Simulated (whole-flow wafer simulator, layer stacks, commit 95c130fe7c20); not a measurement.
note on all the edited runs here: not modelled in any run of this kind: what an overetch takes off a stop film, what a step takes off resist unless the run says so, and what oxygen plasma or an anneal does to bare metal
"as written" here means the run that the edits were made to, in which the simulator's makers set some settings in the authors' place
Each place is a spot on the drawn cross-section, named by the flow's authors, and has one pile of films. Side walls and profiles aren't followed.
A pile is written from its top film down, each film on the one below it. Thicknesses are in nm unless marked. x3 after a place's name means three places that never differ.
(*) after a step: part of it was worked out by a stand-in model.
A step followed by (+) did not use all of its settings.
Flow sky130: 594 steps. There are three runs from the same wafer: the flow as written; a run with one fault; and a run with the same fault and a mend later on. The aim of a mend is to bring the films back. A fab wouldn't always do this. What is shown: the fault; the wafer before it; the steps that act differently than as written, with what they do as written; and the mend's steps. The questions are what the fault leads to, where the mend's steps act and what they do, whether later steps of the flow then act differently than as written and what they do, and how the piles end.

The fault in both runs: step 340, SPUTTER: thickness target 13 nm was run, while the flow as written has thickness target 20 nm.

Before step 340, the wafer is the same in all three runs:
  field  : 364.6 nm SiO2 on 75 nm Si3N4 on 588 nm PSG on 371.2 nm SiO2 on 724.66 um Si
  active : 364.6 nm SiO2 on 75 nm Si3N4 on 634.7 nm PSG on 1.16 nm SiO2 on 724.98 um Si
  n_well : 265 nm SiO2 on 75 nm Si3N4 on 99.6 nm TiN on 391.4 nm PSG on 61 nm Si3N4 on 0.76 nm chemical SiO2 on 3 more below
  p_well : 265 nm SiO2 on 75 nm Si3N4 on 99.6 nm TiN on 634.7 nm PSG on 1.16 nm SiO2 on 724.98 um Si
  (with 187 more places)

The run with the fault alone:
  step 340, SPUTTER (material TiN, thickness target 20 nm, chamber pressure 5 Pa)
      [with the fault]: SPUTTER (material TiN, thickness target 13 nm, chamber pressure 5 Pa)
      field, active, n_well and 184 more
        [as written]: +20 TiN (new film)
        [with the fault]: +13 TiN (new film)
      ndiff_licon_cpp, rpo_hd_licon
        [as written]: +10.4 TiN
        [with the fault]: +6.8 TiN
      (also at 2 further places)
  Steps later in the flow that act otherwise than as written (not shown: 1 more step that differs only slightly, by at most 2% or 0.5 nm, whichever is larger):
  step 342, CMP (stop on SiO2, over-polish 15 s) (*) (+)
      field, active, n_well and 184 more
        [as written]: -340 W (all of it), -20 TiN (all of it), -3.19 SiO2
        [with the fault]: -340 W (all of it), -13 TiN (all of it), -3.19 SiO2
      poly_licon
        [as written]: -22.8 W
        [with the fault]: -15.8 W
  At poly_licon, ndiff_licon, ndiff_licon_cpp, rpo_hd_licon, the piles at the end differ from the flow's by more than 2% or 0.5 nm, whichever is larger.
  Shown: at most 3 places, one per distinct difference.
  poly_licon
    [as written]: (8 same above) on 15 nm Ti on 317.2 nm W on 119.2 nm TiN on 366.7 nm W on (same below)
    [with the fault]: (8 same above) on 15 nm Ti on 324.2 nm W on 112.2 nm TiN on 366.7 nm W on (same below)
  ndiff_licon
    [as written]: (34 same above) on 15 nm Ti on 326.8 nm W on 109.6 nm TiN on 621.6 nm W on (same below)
    [with the fault]: (34 same above) on 15 nm Ti on 330.5 nm W on 105.9 nm TiN on 621.6 nm W on (same below)
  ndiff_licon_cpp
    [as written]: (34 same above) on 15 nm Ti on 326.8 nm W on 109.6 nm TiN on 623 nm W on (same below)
    [with the fault]: (34 same above) on 15 nm Ti on 330.4 nm W on 106 nm TiN on 623 nm W on (same below)

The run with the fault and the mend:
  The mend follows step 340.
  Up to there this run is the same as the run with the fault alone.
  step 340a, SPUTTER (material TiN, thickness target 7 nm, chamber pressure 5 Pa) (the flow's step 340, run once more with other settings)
      field, active, n_well and 185 more
        +7 TiN
      ndiff_licon, ndiff_licon_cpp, rpo_hd_licon
        +3.59 TiN
  Later steps of the flow that are run all act as written at every place that is followed, up to a difference of at most 2% or 0.5 nm, whichever is larger.
  At the end the piles are close to the flow's at the places that both follow, differing by at most 2% or 0.5 nm, whichever is larger.
